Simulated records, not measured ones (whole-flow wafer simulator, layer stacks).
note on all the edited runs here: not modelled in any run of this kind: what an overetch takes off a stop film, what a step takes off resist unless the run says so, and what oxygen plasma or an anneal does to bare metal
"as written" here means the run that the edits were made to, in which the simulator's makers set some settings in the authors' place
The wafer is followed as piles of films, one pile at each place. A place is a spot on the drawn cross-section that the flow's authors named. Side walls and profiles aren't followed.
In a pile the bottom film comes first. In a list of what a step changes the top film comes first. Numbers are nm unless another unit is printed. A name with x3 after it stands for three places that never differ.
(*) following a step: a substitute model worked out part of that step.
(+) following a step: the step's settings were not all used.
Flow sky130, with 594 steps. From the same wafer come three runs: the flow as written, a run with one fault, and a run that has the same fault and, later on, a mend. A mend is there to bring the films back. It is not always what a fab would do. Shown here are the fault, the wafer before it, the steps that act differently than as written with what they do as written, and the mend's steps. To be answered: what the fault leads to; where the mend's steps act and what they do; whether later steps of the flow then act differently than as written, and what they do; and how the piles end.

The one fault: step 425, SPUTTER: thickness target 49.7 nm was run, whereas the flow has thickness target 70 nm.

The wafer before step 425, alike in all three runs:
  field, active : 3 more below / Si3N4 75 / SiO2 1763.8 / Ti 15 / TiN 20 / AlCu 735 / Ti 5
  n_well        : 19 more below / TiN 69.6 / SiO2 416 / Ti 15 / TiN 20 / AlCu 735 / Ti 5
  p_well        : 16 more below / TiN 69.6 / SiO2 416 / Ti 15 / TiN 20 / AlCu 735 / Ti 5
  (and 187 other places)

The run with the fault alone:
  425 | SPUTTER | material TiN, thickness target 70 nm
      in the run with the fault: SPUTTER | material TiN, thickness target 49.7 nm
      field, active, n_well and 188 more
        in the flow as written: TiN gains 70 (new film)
        in the run with the fault: TiN gains 49.7 (new film)
  Later steps of the flow acting differently than as written (15 other steps are not shown; they differ only slightly, by no more than 2% or 0.5 nm, whichever is larger):
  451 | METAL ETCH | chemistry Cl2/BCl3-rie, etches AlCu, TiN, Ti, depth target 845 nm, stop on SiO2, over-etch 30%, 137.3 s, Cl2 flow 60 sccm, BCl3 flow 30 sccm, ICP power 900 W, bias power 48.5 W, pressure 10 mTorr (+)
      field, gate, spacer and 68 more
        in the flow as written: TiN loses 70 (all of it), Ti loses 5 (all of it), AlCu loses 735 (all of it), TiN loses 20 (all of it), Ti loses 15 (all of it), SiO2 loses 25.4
        in the run with the fault: TiN loses 49.7 (all of it), Ti loses 5 (all of it), AlCu loses 735 (all of it), TiN loses 20 (all of it), Ti loses 15 (all of it), SiO2 loses 27.4
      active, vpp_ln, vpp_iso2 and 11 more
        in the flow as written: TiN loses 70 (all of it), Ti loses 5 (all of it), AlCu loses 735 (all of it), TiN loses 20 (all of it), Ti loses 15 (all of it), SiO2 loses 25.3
        in the run with the fault: TiN loses 49.7 (all of it), Ti loses 5 (all of it), AlCu loses 735 (all of it), TiN loses 20 (all of it), Ti loses 15 (all of it), SiO2 loses 27.4
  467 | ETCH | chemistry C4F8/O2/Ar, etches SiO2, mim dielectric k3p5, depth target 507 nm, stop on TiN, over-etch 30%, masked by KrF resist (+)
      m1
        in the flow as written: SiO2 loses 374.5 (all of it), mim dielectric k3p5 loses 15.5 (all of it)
        in the run with the fault: SiO2 loses 394.8 (all of it), mim dielectric k3p5 loses 15.5 (all of it)
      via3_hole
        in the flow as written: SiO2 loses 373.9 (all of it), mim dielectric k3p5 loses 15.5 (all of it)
        in the run with the fault: SiO2 loses 394.2 (all of it), mim dielectric k3p5 loses 15.5 (all of it)
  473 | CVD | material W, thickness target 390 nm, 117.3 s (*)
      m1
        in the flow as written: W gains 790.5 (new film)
        in the run with the fault: W gains 811 (new film)
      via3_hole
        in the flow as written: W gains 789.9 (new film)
        in the run with the fault: W gains 810.4 (new film)
  By the end, the piles at n_well, p_well, gate_hv and 104 more depart from the flow's by more than 2% or 0.5 nm, whichever is larger.
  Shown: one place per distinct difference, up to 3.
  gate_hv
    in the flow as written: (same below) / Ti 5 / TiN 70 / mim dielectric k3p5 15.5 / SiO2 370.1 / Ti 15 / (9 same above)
    in the run with the fault: (same below) / Ti 5 / TiN 49.7 / mim dielectric k3p5 15.5 / SiO2 390.4 / Ti 15 / (9 same above)
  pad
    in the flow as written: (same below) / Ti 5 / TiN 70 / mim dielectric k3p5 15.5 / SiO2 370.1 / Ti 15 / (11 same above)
    in the run with the fault: (same below) / Ti 5 / TiN 49.7 / mim dielectric k3p5 15.5 / SiO2 390.4 / Ti 15 / (11 same above)
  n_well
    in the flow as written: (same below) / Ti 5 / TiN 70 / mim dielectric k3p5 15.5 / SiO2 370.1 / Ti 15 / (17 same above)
    in the run with the fault: (same below) / Ti 5 / TiN 49.7 / mim dielectric k3p5 15.5 / SiO2 390.4 / Ti 15 / (17 same above)

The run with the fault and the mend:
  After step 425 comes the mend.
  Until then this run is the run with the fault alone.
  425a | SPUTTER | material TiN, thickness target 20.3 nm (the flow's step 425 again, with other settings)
      field, active, n_well and 188 more
        TiN gains 20.3
  Later steps of the flow that are run all act as written at every place that is followed.
  By the end, the piles equal the flow's at every place that both follow.
